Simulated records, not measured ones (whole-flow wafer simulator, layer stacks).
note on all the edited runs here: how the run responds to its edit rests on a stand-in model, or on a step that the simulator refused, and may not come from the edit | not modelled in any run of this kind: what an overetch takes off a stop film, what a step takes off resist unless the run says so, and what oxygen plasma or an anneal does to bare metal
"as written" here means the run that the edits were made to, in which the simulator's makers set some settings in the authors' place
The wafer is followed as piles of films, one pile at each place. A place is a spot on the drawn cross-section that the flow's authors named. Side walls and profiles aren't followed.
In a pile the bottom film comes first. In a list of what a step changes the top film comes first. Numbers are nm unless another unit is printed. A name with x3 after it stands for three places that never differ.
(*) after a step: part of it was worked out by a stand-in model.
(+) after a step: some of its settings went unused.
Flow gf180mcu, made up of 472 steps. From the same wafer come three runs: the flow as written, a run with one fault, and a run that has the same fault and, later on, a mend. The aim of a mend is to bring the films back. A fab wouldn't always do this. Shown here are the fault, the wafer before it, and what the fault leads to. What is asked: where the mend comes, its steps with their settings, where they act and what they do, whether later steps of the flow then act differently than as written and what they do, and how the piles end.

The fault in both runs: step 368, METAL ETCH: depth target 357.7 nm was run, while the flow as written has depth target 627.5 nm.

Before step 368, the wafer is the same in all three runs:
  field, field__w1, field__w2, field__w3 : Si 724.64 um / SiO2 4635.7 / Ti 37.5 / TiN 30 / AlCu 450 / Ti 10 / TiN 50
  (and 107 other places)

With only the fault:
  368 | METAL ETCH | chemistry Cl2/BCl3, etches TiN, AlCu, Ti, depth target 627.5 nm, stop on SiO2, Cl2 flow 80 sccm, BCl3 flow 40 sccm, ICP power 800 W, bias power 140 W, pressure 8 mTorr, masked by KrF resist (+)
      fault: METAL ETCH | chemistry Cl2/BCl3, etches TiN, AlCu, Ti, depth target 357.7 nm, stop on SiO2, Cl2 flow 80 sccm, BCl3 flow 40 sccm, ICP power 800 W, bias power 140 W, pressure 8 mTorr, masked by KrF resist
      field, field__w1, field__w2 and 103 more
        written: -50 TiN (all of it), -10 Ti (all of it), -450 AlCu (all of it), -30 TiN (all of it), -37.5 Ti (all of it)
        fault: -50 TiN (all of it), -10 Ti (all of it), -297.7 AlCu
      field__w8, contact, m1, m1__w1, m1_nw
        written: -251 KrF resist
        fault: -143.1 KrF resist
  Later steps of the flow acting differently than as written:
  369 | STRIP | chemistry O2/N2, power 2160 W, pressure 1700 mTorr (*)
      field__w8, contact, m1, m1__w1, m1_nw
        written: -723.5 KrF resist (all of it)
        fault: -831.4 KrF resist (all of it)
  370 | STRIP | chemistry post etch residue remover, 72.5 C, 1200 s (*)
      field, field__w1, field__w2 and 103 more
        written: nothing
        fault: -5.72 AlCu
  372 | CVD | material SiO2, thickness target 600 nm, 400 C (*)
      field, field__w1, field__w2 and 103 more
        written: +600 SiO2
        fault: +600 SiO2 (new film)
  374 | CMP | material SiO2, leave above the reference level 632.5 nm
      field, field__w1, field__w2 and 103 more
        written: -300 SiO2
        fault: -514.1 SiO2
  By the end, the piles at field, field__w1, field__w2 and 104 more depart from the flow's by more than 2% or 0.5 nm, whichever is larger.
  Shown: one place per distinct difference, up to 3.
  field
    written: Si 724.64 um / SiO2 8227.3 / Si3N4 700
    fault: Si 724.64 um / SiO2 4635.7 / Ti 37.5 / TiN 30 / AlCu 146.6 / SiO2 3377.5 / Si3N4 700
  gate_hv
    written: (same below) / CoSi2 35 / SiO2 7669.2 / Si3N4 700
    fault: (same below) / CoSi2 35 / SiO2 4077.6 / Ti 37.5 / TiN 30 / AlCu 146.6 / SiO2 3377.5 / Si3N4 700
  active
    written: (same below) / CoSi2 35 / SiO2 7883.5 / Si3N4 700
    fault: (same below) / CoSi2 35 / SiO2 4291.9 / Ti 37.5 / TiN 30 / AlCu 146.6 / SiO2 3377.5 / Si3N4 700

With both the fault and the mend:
  After step 370 comes the mend.
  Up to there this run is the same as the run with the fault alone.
  370a | DEHYDRATE | 200 C, 60 s (a further turn of the flow's step 361)
      does not change any film at any place that is followed
  370b | HMDS | 120 C, 60 s (a further turn of the flow's step 362)
      does not change any film at any place that is followed
  370c | COAT | KrF resist, thickness 1000 nm (*) (a further turn of the flow's step 363)
      iso_ptap_pw, iso_ntap_nw, iso_nw_fld and 33 more
        +1000 KrF resist (new film)
      field__w5, field__w9, field_sub and 12 more
        +1002.4 KrF resist (new film)
      field_sub__w2, field_sub__w4, gate and 11 more
        +1002.3 KrF resist (new film)
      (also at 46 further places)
  370d | SOFTBAKE | KrF resist (a further turn of the flow's step 364)
      does not change any film at any place that is followed
  370e | EXPOSE | photomask Metal4 (a further turn of the flow's step 365)
      does not change any film at any place that is followed
  370f | PEB | KrF resist, 135 C, 90 s (a further turn of the flow's step 366)
      field__w1, field__w2, field__w3 and 58 more
        -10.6 KrF resist
      iso_ptap_pw, iso_ntap_nw, iso_nw_fld and 33 more
        -10.5 KrF resist
      sd_p, gate_p, nw_sep_fld, polyc_n
        -10.7 KrF resist
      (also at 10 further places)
  370g | DEVELOP | thickness 1000 nm, 60 s (a further turn of the flow's step 367)
      iso_ptap_pw, iso_ntap_nw, iso_nw_fld and 33 more
        -989.5 KrF resist (all of it)
      field_sub__w2, field_sub__w4, active and 12 more
        -991.7 KrF resist (all of it)
      field__w5, field__w9, field_sub__w1 and 6 more
        -991.8 KrF resist (all of it)
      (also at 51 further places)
  370h | METAL ETCH | chemistry Cl2/BCl3, etches TiN, AlCu, Ti, depth target 269.8 nm, stop on SiO2, Cl2 flow 80 sccm, BCl3 flow 40 sccm, ICP power 800 W, bias power 140 W, pressure 8 mTorr, masked by KrF resist (+) (a further turn of the flow's step 368, with different settings)
      field, field__w1, field__w2 and 103 more
        -146.6 AlCu (all of it), -30 TiN (all of it), -37.5 Ti (all of it)
      field__w8, contact, m1, m1__w1, m1_nw
        -107.9 KrF resist
  370i | STRIP | chemistry O2/N2, power 2160 W, pressure 1700 mTorr (*) (a further turn of the flow's step 369)
      field__w8
        -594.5 KrF resist (all of it)
      contact
        -592.6 KrF resist (all of it)
      m1
        -594.6 KrF resist (all of it)
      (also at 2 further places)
  370j | STRIP | chemistry post etch residue remover, 72.5 C, 1200 s (*) (a further turn of the flow's step 370)
      field__w8, contact, m1, m1__w1, m1_nw
        -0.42 TiN
  None of the later steps of the flow differs from how it acts as written, at any place that is followed, by more than 2% or 0.5 nm, whichever is larger.
  At the end the piles are close to the flow's at the places that both follow, differing by at most 2% or 0.5 nm, whichever is larger.
